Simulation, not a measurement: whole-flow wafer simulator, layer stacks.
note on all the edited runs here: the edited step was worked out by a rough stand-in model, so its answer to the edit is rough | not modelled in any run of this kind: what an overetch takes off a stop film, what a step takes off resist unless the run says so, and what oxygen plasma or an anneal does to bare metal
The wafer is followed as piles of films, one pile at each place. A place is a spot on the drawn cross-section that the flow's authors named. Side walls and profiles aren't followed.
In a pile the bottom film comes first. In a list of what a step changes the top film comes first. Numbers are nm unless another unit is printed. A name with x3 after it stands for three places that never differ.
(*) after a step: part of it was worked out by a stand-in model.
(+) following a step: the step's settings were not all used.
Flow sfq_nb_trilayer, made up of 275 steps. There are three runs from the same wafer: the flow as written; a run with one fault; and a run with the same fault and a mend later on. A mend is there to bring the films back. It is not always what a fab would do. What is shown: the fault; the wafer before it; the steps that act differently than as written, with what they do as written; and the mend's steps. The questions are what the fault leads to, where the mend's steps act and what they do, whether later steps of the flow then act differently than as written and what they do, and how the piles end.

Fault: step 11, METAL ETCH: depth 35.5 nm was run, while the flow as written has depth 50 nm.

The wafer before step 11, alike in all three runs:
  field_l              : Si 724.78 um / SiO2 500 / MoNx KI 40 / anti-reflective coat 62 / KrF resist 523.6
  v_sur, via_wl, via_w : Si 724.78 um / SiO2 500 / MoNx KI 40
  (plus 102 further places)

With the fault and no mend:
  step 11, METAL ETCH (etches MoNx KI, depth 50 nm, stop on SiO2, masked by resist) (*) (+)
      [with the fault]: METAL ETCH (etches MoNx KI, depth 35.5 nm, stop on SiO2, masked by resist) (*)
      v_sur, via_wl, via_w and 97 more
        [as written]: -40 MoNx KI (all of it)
        [with the fault]: -35.5 MoNx KI
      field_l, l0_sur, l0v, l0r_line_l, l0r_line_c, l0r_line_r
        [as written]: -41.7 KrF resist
        [with the fault]: -29.6 KrF resist
  Steps further on in the flow that do not act as written (9 more steps, not shown, differ only slightly: by at most 2% or 0.5 nm, whichever is larger):
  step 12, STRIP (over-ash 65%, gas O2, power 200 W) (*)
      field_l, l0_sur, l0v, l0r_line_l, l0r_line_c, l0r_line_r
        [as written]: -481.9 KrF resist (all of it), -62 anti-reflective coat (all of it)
        [with the fault]: -494 KrF resist (all of it), -62 anti-reflective coat (all of it)
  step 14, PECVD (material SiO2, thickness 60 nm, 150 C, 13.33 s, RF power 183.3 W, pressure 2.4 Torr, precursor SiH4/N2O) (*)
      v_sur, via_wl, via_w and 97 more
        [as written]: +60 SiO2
        [with the fault]: +60 SiO2 (new film)
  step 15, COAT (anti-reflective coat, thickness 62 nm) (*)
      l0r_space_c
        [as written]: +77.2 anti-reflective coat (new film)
        [with the fault]: +75.6 anti-reflective coat (new film)
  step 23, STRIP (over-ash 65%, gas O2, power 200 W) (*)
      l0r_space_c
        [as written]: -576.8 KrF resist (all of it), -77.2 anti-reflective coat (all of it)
        [with the fault]: -574.8 KrF resist (all of it), -75.6 anti-reflective coat (all of it)
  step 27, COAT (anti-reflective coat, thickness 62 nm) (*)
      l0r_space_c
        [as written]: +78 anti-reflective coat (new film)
        [with the fault]: +76.1 anti-reflective coat (new film)
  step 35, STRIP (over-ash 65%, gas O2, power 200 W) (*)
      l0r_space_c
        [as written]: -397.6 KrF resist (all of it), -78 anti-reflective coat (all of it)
        [with the fault]: -395.9 KrF resist (all of it), -76.1 anti-reflective coat (all of it)
  By the end, the piles at v_sur, via_wl, via_w and 97 more depart from the flow's by more than 2% or 0.5 nm, whichever is larger.
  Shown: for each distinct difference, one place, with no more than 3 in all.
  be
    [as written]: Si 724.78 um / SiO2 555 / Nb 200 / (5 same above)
    [with the fault]: Si 724.78 um / SiO2 500 / MoNx KI 4.5 / SiO2 55 / Nb 200 / (5 same above)
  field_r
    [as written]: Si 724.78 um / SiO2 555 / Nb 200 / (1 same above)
    [with the fault]: Si 724.78 um / SiO2 500 / MoNx KI 4.5 / SiO2 55 / Nb 200 / (1 same above)
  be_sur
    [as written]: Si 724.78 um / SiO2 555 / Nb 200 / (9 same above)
    [with the fault]: Si 724.78 um / SiO2 500 / MoNx KI 4.5 / SiO2 55 / Nb 200 / (9 same above)

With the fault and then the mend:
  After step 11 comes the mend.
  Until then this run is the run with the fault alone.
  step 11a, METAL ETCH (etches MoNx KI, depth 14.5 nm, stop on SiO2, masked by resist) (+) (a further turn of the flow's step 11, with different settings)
      v_sur, via_wl, via_w and 97 more
        -4.5 MoNx KI (all of it)
      field_l, l0_sur, l0v, l0r_line_l, l0r_line_c, l0r_line_r
        -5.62 KrF resist
  Later steps of the flow that are run all act as written at every place that is followed, up to a difference of at most 2% or 0.5 nm, whichever is larger.
  By the end, the piles equal the flow's at every place that both follow.
